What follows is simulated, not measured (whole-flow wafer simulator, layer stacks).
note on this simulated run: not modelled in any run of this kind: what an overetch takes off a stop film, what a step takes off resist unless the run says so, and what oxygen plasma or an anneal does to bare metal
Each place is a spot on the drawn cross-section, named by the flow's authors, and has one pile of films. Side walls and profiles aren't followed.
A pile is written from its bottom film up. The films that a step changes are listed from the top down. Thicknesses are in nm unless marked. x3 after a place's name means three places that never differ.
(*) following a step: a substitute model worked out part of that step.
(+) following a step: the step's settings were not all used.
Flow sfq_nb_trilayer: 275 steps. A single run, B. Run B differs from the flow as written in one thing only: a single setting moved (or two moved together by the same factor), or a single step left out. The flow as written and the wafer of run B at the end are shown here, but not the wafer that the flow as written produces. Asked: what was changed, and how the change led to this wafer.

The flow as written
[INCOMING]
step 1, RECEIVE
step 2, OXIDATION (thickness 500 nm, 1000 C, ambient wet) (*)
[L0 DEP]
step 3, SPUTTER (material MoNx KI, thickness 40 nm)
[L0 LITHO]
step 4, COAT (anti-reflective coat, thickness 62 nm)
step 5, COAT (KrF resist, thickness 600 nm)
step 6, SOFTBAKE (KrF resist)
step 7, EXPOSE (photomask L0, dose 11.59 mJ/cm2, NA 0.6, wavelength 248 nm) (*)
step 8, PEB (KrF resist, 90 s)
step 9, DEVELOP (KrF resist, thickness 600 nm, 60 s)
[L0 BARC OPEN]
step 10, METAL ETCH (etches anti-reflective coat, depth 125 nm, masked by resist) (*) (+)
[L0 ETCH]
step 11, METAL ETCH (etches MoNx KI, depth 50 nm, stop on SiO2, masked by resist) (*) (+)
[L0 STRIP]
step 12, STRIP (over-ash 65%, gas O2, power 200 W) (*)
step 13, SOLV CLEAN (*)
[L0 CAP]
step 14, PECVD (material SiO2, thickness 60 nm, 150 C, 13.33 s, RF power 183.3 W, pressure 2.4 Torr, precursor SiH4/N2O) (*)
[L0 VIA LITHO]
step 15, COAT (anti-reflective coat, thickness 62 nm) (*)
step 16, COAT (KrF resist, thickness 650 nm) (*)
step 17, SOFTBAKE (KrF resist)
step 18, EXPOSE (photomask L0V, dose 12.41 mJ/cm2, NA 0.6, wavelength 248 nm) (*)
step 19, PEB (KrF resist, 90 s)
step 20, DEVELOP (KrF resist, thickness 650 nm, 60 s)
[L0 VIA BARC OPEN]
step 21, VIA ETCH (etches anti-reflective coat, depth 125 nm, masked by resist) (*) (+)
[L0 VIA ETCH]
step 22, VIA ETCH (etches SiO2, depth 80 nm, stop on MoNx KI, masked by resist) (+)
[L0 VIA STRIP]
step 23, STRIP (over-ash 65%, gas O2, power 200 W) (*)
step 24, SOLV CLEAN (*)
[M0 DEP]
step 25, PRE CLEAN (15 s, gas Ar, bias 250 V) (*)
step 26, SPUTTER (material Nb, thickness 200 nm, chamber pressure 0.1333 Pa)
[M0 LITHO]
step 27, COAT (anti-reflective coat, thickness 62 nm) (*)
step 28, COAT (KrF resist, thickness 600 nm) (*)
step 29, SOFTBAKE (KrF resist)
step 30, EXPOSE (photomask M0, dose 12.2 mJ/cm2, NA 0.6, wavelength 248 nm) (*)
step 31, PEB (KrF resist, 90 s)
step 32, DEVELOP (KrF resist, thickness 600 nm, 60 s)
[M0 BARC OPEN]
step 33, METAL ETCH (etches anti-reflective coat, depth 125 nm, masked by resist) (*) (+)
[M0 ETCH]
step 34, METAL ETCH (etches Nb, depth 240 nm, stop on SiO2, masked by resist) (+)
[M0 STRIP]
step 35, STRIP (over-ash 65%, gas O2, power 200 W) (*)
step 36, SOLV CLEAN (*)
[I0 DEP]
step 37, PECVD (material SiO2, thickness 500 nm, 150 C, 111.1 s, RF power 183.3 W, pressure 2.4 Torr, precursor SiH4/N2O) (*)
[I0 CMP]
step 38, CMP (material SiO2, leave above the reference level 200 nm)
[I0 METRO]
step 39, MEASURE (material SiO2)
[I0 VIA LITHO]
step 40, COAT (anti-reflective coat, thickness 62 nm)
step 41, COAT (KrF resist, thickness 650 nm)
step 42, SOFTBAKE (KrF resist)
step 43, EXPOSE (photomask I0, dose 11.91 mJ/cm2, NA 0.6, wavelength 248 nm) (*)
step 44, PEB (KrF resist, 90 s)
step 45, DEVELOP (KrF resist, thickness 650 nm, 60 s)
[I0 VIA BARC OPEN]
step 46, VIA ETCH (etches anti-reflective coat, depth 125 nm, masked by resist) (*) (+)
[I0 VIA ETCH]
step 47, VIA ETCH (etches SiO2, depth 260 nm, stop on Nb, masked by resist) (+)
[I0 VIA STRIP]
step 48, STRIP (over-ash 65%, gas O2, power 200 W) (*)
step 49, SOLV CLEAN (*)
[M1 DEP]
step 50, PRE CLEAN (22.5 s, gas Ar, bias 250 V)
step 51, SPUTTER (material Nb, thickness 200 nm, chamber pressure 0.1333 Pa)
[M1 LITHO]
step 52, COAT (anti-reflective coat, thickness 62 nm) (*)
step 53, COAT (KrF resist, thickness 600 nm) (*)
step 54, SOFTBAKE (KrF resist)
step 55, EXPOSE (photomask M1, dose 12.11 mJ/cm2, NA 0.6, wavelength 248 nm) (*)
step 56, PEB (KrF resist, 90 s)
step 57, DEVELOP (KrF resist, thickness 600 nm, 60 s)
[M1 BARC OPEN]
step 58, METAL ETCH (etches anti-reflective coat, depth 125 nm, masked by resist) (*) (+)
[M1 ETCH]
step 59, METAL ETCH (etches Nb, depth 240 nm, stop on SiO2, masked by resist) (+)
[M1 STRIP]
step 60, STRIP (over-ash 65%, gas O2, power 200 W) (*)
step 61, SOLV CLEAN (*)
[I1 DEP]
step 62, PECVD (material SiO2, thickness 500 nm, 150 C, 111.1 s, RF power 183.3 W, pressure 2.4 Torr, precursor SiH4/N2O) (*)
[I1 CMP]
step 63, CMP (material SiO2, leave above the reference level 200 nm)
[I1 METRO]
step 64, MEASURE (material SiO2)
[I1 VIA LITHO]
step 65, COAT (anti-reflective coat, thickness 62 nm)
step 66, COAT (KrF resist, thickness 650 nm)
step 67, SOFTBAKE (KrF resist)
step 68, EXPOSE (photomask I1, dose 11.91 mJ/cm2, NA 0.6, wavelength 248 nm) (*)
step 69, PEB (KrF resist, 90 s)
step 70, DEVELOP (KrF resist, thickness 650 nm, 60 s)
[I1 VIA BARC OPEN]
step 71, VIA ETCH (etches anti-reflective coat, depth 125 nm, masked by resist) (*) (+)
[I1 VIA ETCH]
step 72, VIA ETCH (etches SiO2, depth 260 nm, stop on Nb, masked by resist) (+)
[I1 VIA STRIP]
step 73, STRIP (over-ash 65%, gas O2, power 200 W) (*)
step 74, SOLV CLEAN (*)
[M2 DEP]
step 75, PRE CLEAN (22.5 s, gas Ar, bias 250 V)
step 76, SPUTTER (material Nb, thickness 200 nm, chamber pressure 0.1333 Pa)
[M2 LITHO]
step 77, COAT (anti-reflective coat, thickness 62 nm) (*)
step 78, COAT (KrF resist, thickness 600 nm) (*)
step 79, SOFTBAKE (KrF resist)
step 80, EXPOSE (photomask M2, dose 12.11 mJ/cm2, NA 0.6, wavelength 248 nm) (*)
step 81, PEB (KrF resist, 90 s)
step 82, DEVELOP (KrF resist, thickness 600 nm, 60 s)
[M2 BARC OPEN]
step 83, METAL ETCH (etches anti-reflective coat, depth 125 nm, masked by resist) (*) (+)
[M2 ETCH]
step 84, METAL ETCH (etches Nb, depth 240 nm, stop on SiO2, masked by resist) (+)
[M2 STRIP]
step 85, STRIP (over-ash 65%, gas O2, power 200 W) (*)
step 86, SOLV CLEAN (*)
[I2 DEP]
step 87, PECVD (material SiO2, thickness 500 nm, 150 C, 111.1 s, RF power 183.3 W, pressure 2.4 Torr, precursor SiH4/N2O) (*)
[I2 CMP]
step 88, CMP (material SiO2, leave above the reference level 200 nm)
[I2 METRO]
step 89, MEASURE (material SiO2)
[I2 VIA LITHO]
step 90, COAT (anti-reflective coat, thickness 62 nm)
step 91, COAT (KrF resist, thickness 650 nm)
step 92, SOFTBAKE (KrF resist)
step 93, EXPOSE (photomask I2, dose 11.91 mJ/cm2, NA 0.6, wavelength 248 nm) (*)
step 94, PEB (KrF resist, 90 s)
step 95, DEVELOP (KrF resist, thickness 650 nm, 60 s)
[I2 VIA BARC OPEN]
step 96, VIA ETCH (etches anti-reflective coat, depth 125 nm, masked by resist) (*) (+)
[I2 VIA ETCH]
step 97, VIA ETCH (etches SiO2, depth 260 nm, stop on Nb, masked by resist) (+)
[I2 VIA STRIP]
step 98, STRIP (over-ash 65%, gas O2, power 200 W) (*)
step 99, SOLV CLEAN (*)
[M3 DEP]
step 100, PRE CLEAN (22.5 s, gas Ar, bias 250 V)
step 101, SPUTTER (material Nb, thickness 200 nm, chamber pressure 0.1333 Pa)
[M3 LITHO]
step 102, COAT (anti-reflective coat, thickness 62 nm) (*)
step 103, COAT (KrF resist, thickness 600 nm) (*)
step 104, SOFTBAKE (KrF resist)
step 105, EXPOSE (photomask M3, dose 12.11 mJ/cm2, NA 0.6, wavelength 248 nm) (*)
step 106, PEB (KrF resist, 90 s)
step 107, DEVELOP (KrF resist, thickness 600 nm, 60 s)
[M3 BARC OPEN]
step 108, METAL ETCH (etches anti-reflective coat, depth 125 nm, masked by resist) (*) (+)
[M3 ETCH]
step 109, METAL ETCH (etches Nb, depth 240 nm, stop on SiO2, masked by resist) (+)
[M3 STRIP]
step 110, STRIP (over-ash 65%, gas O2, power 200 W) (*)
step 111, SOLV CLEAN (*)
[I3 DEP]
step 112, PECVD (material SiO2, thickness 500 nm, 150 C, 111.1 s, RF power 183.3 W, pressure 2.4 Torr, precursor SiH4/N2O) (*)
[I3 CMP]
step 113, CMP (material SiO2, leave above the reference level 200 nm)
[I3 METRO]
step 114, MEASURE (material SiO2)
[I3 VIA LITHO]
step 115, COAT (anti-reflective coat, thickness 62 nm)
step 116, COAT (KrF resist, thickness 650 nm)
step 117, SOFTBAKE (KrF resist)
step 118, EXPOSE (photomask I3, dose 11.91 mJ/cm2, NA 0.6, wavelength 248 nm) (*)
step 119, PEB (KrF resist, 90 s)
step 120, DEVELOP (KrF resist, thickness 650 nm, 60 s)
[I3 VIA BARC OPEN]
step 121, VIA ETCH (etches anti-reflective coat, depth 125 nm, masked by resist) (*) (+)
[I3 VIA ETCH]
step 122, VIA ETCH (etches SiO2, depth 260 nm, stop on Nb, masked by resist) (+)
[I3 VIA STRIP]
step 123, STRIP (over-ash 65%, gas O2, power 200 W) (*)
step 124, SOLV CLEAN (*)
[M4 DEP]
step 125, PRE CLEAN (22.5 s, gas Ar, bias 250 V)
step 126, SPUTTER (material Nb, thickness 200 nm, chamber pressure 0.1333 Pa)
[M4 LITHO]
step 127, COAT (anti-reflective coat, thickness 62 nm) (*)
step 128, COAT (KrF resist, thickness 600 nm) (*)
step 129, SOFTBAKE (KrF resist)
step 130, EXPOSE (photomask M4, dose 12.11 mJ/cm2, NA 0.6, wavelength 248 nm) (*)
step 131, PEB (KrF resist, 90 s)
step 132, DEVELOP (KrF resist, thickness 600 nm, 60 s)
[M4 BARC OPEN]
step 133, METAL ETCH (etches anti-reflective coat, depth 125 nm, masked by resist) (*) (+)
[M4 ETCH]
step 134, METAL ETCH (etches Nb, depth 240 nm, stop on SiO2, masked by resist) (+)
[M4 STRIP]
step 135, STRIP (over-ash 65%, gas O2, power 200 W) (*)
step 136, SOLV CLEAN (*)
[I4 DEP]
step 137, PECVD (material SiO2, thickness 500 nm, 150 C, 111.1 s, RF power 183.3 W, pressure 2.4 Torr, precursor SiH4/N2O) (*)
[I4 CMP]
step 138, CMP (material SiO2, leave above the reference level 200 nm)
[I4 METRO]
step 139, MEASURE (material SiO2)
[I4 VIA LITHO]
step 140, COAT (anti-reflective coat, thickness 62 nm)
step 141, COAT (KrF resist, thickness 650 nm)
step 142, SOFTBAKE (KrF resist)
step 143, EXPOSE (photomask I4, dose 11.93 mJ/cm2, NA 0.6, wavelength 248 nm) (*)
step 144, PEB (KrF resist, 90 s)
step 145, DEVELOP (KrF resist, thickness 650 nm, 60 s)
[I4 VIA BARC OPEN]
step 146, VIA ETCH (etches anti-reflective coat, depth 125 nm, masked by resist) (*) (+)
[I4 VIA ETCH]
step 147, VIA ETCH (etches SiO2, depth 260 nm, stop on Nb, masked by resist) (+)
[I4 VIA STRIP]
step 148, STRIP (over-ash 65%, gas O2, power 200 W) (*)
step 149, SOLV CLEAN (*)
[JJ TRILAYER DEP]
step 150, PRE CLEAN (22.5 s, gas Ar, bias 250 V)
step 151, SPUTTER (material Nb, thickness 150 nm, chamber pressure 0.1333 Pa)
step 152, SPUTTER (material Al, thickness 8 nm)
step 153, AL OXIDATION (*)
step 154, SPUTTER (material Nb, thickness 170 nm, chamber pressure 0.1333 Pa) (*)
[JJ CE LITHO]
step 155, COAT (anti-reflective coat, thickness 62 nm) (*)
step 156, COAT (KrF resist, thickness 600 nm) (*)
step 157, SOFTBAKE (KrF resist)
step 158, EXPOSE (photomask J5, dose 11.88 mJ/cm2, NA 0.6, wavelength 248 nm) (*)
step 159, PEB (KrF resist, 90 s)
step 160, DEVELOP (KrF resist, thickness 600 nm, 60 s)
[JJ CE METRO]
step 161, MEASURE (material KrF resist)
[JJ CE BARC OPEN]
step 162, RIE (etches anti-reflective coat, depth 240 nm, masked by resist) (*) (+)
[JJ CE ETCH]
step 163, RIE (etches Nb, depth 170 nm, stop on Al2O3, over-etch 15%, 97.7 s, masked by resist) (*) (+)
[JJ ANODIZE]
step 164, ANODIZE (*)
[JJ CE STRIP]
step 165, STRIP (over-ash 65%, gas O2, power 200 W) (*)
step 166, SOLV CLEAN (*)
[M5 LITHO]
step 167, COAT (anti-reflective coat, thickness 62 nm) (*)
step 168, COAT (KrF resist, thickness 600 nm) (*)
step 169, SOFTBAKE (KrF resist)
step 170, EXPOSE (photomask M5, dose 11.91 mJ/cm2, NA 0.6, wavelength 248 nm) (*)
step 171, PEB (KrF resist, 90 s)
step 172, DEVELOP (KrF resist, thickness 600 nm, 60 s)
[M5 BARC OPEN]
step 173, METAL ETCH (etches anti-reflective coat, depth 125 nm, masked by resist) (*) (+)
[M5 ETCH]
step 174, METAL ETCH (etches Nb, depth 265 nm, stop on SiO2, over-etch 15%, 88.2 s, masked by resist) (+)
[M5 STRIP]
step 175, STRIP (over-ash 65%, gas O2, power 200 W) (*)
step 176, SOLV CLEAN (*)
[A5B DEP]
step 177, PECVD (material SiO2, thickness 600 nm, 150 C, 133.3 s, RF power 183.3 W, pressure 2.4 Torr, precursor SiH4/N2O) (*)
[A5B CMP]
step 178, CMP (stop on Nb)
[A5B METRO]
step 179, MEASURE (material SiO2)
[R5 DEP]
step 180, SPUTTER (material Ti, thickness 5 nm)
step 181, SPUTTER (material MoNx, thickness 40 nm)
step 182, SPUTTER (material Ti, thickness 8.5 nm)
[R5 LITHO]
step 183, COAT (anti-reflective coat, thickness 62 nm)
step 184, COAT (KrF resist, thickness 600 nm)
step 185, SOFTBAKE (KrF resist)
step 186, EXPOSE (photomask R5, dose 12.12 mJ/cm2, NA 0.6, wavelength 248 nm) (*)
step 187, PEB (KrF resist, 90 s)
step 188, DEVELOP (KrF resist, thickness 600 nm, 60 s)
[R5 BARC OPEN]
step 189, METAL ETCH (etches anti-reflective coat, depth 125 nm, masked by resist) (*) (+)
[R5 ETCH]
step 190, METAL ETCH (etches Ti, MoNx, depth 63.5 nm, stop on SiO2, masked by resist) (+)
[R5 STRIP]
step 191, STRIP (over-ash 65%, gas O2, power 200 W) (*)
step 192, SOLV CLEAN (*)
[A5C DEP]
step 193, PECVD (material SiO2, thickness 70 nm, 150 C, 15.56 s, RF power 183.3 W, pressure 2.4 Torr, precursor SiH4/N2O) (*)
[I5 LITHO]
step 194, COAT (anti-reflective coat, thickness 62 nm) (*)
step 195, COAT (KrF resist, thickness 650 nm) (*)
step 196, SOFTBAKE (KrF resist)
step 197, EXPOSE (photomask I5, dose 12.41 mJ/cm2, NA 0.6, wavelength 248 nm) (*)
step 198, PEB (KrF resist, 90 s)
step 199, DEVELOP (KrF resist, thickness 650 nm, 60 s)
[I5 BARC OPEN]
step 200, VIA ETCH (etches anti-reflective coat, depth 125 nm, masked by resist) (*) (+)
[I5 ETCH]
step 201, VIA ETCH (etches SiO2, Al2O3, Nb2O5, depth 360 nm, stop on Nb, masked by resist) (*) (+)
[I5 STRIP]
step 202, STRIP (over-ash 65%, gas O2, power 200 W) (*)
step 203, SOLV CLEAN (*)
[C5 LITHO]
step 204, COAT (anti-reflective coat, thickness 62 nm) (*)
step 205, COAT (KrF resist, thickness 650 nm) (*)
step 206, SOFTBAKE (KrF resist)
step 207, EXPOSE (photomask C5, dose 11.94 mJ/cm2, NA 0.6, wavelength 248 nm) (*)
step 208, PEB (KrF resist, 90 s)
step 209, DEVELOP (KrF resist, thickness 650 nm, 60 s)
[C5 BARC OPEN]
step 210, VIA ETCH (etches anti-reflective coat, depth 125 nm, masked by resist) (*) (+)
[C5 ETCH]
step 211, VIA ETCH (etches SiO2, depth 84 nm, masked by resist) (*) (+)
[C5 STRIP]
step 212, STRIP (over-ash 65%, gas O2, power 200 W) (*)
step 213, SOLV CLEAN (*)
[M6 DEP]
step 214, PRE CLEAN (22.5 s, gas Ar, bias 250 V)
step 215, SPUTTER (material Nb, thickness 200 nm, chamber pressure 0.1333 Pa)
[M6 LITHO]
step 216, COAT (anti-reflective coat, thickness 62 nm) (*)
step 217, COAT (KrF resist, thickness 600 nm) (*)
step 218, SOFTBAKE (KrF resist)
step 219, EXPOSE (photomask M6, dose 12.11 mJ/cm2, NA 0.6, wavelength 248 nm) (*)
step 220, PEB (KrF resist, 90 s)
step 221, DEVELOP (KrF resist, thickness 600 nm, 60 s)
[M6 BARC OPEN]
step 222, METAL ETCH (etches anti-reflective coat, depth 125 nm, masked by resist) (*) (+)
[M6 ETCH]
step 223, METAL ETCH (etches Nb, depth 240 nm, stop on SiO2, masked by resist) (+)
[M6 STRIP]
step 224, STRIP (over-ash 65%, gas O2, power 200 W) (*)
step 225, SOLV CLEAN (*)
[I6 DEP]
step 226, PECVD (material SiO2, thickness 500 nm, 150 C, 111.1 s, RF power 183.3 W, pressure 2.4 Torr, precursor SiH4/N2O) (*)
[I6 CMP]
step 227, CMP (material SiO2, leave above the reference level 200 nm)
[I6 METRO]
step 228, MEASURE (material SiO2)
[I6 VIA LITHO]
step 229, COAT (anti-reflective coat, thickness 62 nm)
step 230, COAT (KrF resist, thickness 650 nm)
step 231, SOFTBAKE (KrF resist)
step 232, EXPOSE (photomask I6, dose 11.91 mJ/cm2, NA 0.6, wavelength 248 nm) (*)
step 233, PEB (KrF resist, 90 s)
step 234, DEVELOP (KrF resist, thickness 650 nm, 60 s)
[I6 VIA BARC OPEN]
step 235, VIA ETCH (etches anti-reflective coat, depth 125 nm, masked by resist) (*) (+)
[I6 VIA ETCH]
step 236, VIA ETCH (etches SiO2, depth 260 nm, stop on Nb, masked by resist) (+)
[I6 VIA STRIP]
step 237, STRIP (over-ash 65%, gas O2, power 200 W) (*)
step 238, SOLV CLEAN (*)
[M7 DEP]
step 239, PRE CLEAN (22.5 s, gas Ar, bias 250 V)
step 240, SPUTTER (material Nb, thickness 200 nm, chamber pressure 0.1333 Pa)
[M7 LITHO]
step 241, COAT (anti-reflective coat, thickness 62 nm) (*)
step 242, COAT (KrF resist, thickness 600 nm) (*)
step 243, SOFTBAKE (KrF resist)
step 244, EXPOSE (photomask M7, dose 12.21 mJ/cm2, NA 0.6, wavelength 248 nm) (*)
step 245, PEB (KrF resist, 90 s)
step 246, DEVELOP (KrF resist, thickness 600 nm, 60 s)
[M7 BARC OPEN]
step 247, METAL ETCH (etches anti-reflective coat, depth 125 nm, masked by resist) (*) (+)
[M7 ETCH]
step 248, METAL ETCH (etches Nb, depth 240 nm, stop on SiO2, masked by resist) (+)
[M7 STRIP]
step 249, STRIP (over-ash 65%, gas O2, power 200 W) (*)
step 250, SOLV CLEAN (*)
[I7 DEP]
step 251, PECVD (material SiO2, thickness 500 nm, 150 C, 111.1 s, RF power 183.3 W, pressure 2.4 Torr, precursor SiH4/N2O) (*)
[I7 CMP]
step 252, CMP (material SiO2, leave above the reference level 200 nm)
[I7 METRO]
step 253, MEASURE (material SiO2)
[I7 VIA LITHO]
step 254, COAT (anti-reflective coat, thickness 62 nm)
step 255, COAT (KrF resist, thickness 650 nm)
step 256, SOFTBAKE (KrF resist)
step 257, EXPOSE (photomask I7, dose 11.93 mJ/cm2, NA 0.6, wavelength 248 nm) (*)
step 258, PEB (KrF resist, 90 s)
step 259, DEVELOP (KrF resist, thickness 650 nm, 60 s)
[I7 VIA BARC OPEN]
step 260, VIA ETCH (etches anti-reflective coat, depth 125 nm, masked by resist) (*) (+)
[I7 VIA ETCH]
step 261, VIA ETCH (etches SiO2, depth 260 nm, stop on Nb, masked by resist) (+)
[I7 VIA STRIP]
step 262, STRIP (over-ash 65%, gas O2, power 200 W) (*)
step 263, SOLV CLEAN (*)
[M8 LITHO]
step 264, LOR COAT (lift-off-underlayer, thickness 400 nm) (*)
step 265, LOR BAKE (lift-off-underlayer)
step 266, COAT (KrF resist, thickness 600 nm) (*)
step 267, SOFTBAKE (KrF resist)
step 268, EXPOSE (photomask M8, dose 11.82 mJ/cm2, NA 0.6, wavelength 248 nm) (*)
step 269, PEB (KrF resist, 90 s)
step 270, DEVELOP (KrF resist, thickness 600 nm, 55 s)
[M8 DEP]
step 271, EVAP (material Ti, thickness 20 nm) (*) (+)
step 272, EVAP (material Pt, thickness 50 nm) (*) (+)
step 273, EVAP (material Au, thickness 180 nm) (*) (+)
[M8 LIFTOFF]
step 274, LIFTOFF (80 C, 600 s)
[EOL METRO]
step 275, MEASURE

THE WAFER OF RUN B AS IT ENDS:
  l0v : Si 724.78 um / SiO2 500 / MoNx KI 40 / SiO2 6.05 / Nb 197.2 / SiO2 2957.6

The reason: step 22, VIA ETCH: depth 48.8 nm was run, whereas the flow has depth 80 nm.

Step by step, how the change led to this:
  step 22, VIA ETCH (etches SiO2, depth 80 nm, stop on MoNx KI, masked by resist) (+)
      l0v: -48.8 SiO2 (as written it would have been: -59.8 SiO2 (all of it))
      field_l, v_sur, via_wl and 102 more: -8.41 KrF resist (as written it would have been: -13.8 KrF resist)
  step 25, PRE CLEAN (15 s, gas Ar, bias 250 V) (*)
      l0v: -5 SiO2 (as written it would have been: -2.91 MoNx KI)
  step 27, COAT (anti-reflective coat, thickness 62 nm) (*)
      l0_sur: +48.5 anti-reflective coat (new film) (as written it would have been: +47.5 anti-reflective coat (new film))
      l0v: +75.2 anti-reflective coat (new film) (as written it would have been: +78 anti-reflective coat (new film))
  step 35, STRIP (over-ash 65%, gas O2, power 200 W) (*)
      l0_sur: -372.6 KrF resist (all of it), -48.5 anti-reflective coat (all of it) (as written it would have been: -372 KrF resist (all of it), -47.5 anti-reflective coat (all of it))
      l0v: -399.7 KrF resist (all of it), -75.2 anti-reflective coat (all of it) (as written it would have been: -405.3 KrF resist (all of it), -78 anti-reflective coat (all of it))
  step 38, CMP (material SiO2, leave above the reference level 200 nm)
      l0v: -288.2 SiO2 (as written it would have been: -277.8 SiO2)
Taking metal films that touch as one body, l0v has 2 bodies (between them, from the top down: SiO2 6.05); the flow as written gives 1 body.
